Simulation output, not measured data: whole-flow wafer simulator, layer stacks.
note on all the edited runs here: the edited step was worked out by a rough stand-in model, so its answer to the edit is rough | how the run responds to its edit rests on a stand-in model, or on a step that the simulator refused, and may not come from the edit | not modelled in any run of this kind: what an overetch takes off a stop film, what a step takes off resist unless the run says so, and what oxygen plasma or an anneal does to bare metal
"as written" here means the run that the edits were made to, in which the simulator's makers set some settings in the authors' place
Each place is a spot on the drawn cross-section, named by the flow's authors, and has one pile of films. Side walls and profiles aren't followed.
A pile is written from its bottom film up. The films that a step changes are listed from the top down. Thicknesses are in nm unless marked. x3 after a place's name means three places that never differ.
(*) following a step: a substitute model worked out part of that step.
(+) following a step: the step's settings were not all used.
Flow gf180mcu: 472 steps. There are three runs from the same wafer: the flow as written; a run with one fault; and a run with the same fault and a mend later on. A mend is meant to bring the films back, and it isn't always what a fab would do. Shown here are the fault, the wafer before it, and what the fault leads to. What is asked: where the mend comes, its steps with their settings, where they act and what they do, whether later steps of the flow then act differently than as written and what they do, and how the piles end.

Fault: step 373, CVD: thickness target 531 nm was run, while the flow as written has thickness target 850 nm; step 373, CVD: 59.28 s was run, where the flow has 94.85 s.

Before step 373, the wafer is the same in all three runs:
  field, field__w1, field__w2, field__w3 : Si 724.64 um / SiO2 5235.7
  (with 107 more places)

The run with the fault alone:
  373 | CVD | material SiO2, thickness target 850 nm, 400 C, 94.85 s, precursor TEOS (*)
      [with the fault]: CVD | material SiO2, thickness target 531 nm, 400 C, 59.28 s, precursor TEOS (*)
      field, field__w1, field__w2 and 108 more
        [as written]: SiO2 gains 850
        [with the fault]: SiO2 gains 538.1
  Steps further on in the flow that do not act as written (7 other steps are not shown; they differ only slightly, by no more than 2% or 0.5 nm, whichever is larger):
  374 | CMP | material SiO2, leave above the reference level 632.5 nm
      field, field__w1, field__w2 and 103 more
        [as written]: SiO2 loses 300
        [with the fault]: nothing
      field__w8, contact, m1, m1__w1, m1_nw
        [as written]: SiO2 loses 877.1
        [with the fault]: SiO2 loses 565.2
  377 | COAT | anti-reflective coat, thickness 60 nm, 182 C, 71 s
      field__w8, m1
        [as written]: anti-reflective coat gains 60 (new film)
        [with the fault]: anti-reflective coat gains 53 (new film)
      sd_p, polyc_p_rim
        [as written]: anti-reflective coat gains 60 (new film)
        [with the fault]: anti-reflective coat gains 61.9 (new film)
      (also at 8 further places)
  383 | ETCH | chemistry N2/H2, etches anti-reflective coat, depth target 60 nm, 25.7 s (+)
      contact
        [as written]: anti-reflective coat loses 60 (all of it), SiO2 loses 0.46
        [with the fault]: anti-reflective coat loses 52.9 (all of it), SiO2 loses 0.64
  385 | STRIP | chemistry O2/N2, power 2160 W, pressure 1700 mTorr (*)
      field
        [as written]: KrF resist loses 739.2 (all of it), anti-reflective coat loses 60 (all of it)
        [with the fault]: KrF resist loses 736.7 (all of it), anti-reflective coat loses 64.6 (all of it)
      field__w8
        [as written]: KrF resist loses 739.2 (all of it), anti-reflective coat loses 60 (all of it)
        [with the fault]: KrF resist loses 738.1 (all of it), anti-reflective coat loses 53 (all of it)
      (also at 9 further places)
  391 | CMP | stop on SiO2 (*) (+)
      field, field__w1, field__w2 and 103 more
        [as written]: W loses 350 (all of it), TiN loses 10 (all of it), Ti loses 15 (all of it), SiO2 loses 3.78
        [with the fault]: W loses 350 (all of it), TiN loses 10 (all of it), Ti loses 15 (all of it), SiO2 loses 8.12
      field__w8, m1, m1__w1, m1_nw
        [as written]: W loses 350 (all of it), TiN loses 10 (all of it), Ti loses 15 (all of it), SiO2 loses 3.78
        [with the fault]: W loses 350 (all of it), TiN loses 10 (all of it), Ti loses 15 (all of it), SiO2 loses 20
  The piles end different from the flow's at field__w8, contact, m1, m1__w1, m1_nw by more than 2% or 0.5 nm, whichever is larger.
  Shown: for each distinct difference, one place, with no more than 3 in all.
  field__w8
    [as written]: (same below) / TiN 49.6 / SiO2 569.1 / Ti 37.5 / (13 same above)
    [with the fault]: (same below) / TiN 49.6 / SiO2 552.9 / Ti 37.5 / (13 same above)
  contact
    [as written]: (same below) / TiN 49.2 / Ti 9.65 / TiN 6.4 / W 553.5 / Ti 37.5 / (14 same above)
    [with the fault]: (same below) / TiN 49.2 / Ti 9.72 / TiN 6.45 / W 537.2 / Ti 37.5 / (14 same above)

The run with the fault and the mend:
  The mend stands after step 373.
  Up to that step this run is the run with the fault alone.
  373a | CVD | material SiO2, thickness target 319 nm, 400 C, 35.6 s, precursor TEOS (*) (the flow's step 373, run once more with other settings)
      field, field__w1, field__w2 and 108 more
        SiO2 gains 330
  Steps further on in the flow that do not act as written:
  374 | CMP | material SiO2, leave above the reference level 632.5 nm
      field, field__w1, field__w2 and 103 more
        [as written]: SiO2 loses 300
        [with the mend]: SiO2 loses 318.1
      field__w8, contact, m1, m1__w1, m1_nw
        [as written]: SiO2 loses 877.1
        [with the mend]: SiO2 loses 895.2
  At every place that both follow, the piles at the end match the flow's.
